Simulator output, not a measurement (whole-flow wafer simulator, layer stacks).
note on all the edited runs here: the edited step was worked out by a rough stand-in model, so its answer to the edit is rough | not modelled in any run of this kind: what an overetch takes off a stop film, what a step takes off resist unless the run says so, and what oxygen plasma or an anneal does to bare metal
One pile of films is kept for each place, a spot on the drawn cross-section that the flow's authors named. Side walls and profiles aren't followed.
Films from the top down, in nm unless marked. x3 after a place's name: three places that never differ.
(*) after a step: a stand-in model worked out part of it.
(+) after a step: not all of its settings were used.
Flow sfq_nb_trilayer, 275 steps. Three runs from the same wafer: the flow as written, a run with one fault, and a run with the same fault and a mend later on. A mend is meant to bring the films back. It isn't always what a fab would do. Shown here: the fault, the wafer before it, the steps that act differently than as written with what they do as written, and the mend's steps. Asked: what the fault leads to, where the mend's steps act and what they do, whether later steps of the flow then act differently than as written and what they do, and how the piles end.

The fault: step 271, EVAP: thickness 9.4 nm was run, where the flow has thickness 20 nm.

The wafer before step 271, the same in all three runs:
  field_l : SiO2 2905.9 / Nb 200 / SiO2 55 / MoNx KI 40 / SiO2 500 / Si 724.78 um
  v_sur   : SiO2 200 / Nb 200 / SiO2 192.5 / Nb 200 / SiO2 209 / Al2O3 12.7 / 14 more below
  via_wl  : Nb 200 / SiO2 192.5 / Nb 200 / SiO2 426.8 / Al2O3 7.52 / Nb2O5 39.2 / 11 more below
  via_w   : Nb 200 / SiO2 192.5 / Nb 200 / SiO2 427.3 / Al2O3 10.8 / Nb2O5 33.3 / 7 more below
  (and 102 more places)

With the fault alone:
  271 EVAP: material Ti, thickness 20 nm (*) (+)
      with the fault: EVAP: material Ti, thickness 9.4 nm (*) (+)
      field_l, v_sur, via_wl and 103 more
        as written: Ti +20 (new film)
        with the fault: Ti +9.4 (new film)
  Later steps of the flow that act differently than as written:
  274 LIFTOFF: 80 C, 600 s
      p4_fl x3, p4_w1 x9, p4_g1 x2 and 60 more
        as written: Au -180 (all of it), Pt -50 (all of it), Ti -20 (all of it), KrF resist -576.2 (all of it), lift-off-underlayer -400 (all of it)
        with the fault: Au -180 (all of it), Pt -50 (all of it), Ti -9.4 (all of it), KrF resist -576.2 (all of it), lift-off-underlayer -400 (all of it)
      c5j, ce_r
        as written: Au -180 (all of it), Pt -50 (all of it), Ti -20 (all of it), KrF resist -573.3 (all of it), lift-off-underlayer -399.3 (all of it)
        with the fault: Au -180 (all of it), Pt -50 (all of it), Ti -9.4 (all of it), KrF resist -573.3 (all of it), lift-off-underlayer -399.3 (all of it)
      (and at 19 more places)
  At the end the piles differ from the flow's by more than 2% or 0.5 nm, whichever is larger, at field_l, v_sur, via_wl and 8 more.
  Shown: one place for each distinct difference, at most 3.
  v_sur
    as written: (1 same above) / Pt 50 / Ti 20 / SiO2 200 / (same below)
    with the fault: (1 same above) / Pt 50 / Ti 9.4 / SiO2 200 / (same below)
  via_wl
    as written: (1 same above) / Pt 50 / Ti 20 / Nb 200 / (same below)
    with the fault: (1 same above) / Pt 50 / Ti 9.4 / Nb 200 / (same below)
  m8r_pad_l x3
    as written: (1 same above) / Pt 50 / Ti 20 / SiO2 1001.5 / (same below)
    with the fault: (1 same above) / Pt 50 / Ti 9.4 / SiO2 1001.5 / (same below)

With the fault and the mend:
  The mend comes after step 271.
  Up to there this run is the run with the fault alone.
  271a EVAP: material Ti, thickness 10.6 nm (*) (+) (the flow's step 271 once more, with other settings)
      field_l, v_sur, via_wl and 103 more
        Ti +10.6
  No later step of the flow acts differently than as written at any place that is followed.
  At the end the piles are the same as the flow's at every place that both follow.
